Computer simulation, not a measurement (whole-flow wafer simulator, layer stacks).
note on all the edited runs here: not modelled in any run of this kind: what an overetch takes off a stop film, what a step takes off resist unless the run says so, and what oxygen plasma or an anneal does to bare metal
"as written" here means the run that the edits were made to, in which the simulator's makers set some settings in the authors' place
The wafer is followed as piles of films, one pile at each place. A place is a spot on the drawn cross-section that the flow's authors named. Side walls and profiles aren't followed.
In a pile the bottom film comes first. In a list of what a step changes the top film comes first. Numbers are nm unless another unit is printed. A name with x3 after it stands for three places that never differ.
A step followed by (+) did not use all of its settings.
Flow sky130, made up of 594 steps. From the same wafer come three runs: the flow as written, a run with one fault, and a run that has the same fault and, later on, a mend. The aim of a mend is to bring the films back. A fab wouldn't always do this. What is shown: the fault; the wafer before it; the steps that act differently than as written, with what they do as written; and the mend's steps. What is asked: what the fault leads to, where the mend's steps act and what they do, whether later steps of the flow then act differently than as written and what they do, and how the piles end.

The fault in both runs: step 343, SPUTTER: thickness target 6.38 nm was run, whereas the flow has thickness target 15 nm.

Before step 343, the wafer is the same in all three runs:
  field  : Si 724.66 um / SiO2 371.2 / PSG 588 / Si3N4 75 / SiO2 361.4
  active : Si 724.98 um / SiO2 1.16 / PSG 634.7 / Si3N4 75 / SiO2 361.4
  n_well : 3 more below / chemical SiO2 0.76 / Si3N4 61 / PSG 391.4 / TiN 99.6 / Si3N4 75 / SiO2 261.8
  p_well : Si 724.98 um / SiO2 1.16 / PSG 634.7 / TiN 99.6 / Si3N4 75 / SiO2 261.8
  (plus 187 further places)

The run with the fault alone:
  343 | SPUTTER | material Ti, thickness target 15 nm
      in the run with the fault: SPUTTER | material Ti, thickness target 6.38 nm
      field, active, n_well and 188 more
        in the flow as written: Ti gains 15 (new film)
        in the run with the fault: Ti gains 6.38 (new film)
  Later steps of the flow acting differently than as written (9 other steps are not shown; they differ only slightly, by no more than 2% or 0.5 nm, whichever is larger):
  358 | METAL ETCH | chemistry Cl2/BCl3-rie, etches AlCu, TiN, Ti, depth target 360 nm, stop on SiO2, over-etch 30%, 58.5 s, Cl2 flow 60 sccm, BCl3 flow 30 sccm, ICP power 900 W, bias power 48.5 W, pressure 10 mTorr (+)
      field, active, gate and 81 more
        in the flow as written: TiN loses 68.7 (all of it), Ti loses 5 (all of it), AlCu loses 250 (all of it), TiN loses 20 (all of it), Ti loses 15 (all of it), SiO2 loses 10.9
        in the run with the fault: TiN loses 68.7 (all of it), Ti loses 5 (all of it), AlCu loses 250 (all of it), TiN loses 20 (all of it), Ti loses 6.38 (all of it), SiO2 loses 11.8
  At n_well, p_well, gate_hv and 104 more, the piles at the end differ from the flow's by more than 2% or 0.5 nm, whichever is larger.
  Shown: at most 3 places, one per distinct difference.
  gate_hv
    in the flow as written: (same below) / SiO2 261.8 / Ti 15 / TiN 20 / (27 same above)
    in the run with the fault: (same below) / SiO2 261.8 / Ti 6.38 / TiN 20 / (27 same above)
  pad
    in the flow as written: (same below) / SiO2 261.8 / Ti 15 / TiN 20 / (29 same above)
    in the run with the fault: (same below) / SiO2 261.8 / Ti 6.38 / TiN 20 / (29 same above)
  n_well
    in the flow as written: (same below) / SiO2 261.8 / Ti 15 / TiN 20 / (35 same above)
    in the run with the fault: (same below) / SiO2 261.8 / Ti 6.38 / TiN 20 / (35 same above)

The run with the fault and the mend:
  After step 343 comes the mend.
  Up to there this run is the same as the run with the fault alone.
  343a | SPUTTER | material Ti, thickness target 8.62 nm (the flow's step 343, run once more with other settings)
      field, active, n_well and 188 more
        Ti gains 8.62
  Every later step of the flow that is run acts as written at every place that is followed.
  The piles end the same as the flow's at every place that both follow.
